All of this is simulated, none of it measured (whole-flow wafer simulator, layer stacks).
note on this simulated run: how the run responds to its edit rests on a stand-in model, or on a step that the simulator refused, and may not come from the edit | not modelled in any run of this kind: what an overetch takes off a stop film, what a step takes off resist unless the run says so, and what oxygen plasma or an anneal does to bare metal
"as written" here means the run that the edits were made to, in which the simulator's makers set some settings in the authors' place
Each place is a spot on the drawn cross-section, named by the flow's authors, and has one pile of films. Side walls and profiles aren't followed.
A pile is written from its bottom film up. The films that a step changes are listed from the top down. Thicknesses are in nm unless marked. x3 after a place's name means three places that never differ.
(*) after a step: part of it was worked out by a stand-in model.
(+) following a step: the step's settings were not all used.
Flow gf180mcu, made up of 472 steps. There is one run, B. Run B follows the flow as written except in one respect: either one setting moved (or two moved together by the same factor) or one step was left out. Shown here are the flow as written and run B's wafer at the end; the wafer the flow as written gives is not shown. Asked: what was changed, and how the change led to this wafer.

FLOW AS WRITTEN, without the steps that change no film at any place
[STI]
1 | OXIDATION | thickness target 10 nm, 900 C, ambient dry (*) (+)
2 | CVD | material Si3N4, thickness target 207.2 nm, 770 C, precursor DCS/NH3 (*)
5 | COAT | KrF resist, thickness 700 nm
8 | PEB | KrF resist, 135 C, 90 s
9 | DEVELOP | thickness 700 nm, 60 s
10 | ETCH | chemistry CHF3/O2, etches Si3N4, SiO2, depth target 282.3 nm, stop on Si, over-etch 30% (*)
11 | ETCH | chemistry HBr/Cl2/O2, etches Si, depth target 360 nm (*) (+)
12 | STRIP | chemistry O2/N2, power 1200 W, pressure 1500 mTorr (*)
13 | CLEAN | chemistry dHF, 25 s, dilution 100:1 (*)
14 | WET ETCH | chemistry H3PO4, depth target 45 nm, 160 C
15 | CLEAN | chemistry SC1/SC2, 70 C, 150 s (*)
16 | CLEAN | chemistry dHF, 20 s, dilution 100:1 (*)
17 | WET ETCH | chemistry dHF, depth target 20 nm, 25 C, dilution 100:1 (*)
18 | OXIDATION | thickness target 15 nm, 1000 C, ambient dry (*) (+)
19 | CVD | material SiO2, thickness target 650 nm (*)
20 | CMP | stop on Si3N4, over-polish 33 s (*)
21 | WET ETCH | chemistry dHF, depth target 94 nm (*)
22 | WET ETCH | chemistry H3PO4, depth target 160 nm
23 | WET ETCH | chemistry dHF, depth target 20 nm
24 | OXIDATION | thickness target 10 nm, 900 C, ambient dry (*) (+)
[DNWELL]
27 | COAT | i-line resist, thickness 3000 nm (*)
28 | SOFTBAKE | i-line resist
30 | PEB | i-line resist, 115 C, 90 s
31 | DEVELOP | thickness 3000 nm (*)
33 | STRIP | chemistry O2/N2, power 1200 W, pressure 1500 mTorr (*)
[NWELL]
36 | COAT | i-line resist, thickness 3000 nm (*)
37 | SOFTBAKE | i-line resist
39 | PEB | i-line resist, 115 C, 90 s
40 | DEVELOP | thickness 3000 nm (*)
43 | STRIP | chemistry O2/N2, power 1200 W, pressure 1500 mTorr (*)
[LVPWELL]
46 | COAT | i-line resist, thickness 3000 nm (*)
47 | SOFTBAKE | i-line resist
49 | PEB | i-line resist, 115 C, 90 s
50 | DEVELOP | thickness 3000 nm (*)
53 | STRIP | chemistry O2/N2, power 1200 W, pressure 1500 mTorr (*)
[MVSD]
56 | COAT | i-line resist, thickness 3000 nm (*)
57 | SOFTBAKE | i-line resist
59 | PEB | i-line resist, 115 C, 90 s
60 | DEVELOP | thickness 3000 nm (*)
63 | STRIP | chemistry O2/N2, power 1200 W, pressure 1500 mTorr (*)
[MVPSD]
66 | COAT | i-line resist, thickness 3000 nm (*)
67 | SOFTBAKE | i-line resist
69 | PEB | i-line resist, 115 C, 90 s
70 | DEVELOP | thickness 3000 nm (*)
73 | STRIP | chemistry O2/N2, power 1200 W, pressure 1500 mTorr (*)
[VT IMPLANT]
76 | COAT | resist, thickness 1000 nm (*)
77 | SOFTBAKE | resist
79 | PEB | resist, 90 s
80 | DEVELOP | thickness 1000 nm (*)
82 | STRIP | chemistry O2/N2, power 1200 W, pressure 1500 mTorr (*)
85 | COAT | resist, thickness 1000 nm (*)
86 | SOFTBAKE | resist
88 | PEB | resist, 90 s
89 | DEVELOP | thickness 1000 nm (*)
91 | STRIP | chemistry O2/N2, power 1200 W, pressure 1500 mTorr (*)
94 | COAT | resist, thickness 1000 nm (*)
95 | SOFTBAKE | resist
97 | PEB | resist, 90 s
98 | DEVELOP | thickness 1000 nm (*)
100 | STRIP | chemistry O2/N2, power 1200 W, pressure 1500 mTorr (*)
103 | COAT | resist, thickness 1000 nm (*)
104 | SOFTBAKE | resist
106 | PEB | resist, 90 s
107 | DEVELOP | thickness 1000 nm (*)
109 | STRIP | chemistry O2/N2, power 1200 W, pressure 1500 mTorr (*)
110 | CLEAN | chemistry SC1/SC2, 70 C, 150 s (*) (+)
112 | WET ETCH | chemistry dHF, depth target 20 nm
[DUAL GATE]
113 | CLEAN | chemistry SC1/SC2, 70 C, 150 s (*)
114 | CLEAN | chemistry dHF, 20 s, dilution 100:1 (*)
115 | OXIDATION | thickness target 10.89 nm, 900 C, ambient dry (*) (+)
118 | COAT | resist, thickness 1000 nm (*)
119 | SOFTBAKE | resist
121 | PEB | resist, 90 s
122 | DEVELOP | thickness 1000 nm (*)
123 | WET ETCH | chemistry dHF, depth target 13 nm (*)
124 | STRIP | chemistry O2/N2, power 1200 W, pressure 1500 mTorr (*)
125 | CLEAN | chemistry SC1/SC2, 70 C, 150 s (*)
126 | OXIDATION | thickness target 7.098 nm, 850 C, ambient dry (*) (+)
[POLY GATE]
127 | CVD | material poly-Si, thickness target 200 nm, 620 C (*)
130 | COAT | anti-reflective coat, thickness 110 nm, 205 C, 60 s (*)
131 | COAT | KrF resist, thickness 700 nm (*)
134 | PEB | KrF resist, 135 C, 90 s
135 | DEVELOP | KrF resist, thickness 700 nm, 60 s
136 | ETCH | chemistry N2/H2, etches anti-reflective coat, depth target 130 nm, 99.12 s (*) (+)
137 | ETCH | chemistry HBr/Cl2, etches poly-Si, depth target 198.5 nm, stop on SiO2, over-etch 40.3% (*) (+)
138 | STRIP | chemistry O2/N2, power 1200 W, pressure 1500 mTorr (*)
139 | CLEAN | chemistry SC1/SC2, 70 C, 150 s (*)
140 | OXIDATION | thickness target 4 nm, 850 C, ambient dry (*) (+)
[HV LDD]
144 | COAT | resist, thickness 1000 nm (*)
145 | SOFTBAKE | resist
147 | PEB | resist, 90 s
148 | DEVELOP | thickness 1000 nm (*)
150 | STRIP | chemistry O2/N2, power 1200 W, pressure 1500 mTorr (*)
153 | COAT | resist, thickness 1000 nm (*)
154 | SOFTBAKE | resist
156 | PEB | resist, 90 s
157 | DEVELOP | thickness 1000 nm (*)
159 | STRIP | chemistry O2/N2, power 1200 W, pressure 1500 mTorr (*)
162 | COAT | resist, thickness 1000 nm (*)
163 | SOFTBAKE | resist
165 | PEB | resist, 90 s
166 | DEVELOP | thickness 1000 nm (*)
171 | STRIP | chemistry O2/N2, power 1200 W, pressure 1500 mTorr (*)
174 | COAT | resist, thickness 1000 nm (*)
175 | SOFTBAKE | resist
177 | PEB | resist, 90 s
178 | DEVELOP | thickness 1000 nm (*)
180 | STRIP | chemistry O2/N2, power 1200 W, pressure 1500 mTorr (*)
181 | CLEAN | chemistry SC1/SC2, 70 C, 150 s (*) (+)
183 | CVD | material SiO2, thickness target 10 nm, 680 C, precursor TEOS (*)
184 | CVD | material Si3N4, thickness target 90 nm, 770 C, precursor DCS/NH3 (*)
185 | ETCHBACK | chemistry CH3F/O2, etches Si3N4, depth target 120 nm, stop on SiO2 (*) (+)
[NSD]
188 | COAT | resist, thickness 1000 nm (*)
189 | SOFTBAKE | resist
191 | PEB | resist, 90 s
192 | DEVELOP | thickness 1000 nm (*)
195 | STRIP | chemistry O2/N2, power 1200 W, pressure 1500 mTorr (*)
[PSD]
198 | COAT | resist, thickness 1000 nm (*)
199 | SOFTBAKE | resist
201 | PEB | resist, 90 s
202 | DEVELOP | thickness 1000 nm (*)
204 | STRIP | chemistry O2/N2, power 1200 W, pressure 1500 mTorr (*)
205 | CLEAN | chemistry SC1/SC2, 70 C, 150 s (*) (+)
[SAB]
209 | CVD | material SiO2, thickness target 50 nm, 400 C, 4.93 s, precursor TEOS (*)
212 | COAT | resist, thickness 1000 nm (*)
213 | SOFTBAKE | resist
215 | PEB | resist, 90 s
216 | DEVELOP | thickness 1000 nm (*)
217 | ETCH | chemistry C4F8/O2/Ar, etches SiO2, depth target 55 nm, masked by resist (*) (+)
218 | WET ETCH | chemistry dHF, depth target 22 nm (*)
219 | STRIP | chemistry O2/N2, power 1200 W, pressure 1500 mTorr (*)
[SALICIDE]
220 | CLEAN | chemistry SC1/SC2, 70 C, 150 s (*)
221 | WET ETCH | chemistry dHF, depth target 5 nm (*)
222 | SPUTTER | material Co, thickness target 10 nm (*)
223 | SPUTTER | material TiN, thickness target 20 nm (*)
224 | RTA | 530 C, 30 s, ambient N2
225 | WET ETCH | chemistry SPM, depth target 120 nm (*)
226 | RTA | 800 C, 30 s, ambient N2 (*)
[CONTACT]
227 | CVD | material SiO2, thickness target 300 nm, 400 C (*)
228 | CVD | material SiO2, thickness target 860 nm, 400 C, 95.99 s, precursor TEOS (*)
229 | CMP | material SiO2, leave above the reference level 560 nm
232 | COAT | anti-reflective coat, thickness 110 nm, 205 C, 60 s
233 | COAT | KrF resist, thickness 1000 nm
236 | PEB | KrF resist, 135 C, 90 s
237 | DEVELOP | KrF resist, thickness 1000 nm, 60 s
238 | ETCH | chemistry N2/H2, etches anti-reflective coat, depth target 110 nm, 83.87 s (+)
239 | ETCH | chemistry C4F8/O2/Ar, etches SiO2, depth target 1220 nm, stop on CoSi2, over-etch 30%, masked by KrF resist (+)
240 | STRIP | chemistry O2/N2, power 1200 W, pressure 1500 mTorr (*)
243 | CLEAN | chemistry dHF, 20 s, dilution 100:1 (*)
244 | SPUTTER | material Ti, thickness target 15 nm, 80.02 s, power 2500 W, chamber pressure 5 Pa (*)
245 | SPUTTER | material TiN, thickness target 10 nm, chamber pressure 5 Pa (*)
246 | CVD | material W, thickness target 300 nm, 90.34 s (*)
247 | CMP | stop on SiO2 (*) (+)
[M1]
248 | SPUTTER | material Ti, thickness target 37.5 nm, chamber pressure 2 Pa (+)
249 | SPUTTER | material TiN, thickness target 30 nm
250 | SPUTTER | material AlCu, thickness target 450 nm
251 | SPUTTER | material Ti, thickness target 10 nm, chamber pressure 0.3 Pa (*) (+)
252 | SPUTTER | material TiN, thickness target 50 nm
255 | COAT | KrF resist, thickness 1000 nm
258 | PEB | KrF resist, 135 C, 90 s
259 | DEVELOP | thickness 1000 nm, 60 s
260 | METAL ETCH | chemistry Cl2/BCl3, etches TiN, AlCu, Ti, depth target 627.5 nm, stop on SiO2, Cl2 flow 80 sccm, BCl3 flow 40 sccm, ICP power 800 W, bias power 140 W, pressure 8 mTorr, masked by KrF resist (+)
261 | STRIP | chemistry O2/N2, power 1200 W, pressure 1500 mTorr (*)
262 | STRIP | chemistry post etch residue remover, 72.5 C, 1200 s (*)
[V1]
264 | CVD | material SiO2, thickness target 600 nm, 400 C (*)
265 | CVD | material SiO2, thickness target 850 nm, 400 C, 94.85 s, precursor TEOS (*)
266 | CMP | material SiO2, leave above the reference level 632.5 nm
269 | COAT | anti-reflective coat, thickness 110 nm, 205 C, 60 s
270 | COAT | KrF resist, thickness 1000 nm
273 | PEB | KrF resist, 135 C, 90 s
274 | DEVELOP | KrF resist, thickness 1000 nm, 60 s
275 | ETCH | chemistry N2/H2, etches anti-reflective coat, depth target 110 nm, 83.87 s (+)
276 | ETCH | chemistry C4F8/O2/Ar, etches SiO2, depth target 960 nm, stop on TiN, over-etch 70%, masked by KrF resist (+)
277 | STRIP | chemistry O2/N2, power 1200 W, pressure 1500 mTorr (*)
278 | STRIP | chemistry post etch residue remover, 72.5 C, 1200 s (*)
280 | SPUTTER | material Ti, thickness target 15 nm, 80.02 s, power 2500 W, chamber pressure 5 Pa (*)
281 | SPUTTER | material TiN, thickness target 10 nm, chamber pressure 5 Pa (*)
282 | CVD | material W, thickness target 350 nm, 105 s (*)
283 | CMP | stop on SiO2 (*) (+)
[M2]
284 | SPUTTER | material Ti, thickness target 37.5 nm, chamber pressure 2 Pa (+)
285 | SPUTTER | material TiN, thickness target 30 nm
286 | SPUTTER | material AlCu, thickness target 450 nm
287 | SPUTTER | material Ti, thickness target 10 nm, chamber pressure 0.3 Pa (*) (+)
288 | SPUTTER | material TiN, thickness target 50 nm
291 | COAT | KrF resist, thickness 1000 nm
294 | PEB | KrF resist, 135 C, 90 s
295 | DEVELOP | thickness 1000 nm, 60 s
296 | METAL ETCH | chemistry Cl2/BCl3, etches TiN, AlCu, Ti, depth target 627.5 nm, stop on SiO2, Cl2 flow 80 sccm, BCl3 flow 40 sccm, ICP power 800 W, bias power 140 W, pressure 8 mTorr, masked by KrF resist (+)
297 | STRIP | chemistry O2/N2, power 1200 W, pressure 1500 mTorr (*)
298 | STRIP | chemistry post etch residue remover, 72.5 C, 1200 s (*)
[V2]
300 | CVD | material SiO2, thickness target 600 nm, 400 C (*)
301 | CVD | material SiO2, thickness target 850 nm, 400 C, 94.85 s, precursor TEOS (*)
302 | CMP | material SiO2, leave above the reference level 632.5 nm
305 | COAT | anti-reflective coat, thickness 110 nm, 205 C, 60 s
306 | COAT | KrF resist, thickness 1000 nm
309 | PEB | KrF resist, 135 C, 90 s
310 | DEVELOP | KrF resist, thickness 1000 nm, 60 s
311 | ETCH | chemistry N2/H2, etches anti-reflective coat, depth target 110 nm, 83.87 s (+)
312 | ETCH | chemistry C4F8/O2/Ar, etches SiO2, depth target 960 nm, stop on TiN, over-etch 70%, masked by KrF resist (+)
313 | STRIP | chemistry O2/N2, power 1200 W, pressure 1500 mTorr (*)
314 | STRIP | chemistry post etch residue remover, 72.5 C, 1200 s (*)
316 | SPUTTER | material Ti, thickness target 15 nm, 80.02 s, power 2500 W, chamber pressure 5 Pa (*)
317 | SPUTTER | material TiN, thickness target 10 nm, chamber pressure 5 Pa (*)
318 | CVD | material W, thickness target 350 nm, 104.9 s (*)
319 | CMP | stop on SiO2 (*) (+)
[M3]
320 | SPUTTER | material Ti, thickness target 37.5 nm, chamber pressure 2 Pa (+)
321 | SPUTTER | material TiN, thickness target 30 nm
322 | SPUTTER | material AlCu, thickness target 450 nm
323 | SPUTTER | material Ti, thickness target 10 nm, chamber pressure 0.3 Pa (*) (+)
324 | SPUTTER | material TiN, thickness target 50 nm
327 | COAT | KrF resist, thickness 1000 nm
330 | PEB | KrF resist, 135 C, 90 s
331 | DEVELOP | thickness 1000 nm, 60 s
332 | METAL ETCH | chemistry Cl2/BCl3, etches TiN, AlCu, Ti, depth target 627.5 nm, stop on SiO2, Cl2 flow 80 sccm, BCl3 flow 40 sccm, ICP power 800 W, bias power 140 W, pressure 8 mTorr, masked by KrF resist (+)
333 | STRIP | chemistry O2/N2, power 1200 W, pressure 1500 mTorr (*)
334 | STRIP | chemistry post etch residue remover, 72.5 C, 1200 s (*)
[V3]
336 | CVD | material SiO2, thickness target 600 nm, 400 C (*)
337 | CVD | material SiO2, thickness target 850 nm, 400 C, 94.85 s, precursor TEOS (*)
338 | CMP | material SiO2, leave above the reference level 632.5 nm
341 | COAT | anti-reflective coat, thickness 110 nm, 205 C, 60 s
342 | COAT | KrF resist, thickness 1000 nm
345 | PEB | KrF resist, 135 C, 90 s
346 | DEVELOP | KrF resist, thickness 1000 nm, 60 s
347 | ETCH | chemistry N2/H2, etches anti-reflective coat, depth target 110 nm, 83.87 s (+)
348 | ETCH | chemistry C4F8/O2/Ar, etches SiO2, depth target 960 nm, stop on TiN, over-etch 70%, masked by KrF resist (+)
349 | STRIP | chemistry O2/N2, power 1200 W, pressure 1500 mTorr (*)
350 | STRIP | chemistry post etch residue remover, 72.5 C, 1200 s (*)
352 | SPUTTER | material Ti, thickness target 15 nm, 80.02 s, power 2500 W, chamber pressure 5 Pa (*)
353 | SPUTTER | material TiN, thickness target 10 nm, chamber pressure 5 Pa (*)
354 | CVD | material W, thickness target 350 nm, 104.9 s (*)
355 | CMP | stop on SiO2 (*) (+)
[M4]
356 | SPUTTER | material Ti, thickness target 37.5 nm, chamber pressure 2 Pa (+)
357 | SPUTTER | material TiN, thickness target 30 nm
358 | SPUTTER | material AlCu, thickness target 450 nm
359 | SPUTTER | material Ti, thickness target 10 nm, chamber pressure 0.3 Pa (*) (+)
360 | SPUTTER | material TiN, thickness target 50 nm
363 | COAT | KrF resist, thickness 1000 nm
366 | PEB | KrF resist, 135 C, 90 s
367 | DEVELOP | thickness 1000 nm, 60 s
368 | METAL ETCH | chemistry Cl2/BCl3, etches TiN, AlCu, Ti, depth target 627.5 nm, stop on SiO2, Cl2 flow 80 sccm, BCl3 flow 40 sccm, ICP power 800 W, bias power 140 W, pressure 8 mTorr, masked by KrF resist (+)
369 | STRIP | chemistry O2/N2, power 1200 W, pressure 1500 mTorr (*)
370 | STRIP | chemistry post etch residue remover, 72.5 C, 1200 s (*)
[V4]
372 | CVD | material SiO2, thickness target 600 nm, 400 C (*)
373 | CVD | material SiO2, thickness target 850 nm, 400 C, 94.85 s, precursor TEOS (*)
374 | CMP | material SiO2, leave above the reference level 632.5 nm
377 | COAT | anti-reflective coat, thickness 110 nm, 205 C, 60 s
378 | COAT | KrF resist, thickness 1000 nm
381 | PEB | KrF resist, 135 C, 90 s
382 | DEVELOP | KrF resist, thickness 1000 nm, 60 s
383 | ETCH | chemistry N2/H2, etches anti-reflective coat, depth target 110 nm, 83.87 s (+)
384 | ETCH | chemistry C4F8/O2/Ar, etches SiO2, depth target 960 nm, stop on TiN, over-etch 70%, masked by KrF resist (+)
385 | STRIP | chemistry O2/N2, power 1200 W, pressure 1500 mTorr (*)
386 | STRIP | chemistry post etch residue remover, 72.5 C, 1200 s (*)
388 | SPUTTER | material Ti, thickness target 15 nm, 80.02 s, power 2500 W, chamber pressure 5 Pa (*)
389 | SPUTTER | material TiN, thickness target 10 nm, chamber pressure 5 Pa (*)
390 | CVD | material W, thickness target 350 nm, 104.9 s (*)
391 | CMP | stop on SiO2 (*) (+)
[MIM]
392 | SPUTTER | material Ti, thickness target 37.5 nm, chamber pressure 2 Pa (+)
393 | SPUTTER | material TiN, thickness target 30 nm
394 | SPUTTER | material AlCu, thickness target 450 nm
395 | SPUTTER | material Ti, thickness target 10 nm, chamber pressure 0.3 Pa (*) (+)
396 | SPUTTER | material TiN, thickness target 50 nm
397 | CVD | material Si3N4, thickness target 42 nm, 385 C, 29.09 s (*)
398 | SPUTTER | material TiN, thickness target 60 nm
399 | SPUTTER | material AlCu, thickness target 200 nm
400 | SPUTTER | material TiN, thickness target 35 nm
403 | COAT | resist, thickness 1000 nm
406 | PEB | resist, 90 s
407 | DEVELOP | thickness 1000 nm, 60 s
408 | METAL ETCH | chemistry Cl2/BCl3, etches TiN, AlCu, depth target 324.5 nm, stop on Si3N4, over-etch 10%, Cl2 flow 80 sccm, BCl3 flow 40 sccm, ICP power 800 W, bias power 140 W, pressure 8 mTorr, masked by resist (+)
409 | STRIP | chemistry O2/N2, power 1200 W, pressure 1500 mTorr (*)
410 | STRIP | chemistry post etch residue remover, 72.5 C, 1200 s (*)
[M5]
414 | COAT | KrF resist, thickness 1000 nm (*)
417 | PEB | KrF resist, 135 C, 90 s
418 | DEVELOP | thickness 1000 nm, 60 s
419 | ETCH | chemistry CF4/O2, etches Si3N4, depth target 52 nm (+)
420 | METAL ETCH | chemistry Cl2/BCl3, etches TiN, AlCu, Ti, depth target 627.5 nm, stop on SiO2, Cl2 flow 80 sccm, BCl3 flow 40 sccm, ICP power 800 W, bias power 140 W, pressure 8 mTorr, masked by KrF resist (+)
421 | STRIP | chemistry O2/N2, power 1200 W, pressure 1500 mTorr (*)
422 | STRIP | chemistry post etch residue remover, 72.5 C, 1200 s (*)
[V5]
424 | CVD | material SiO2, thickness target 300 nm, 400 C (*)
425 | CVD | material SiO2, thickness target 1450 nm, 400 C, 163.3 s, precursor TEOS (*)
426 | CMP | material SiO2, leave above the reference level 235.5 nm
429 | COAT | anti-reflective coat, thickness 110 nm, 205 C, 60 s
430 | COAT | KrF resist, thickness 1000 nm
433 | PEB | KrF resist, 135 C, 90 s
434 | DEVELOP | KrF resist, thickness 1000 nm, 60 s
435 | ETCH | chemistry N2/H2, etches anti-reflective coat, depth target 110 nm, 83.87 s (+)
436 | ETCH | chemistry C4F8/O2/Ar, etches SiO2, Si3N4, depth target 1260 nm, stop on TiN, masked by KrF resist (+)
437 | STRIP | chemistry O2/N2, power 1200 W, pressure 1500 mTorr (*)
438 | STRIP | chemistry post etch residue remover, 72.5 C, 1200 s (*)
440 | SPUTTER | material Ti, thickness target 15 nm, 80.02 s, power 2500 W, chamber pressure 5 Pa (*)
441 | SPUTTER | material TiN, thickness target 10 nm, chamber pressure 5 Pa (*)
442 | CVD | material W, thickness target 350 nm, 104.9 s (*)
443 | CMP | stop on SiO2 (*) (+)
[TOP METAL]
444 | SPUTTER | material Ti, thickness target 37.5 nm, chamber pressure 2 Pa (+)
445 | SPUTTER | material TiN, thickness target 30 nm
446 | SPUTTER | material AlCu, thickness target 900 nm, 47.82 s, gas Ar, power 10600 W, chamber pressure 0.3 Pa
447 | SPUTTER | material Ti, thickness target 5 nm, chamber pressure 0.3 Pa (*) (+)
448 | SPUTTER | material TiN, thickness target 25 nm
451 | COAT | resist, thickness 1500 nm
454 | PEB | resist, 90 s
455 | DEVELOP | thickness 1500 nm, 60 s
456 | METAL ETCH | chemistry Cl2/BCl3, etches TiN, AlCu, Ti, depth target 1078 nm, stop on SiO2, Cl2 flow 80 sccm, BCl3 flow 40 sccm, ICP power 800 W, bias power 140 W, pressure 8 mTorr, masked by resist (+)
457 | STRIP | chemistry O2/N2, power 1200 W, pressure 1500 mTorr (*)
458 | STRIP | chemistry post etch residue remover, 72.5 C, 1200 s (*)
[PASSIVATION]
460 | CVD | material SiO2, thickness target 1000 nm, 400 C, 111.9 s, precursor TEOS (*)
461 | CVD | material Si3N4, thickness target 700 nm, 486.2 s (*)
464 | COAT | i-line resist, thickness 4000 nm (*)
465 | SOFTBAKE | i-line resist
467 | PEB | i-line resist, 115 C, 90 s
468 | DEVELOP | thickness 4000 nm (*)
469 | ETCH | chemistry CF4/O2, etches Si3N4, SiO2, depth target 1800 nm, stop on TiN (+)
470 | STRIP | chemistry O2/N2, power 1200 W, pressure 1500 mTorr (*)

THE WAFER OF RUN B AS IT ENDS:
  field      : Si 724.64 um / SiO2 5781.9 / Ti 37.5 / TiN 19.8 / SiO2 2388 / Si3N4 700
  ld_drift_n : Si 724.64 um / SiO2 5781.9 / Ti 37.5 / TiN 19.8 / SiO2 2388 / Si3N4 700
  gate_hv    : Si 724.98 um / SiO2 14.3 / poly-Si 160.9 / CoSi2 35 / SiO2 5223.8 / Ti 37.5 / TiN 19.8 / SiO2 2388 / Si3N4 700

The reason: step 420, METAL ETCH: depth target 518.3 nm was run, while the flow as written has depth target 627.5 nm.

The path from the change to this, step by step:
  420 | METAL ETCH | chemistry Cl2/BCl3, etches TiN, AlCu, Ti, depth target 627.5 nm, stop on SiO2, Cl2 flow 80 sccm, BCl3 flow 40 sccm, ICP power 800 W, bias power 140 W, pressure 8 mTorr, masked by KrF resist (+)
      field, field__w1, field__w2 and 101 more: TiN loses 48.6 (all of it), Ti loses 10 (all of it), AlCu loses 450 (all of it), TiN loses 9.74 (as written it would have been: TiN loses 48.6 (all of it), Ti loses 10 (all of it), AlCu loses 450 (all of it), TiN loses 30 (all of it), Ti loses 37.5 (all of it))
      field__w4, field__w8, contact, m1, m1__w1, mim, mim_1p0, m1_nw: KrF resist loses 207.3 (as written it would have been: KrF resist loses 251)
  421 | STRIP | chemistry O2/N2, power 1200 W, pressure 1500 mTorr (*)
      field__w8, m1__w1: KrF resist loses 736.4 (all of it) (as written it would have been: KrF resist loses 692.7 (all of it))
      contact, m1: KrF resist loses 736.8 (all of it) (as written it would have been: KrF resist loses 693.2 (all of it))
      (also at 4 further places)
  424 | CVD | material SiO2, thickness target 300 nm, 400 C (*)
      field, field__w1, field__w2 and 101 more: SiO2 gains 300 (new film) (as written it would have been: SiO2 gains 300)
  426 | CMP | material SiO2, leave above the reference level 235.5 nm
      field, field__w1, field__w5 and 92 more: SiO2 loses 358.2 (as written it would have been: SiO2 loses 300.8)
      field__w2, field__w3, field__w12 and 6 more: SiO2 loses 332.6 (as written it would have been: SiO2 loses 272.7)
Taking metal films that touch as one body, field has 1 body; the flow as written gives 0 bodies.
Taking metal films that touch as one body, ld_drift_n has 1 body; the flow as written gives 0 bodies.
Taking metal films that touch as one body, gate_hv has 2 bodies (between them, from the top down: SiO2 5223.8); the flow as written gives 1 body.
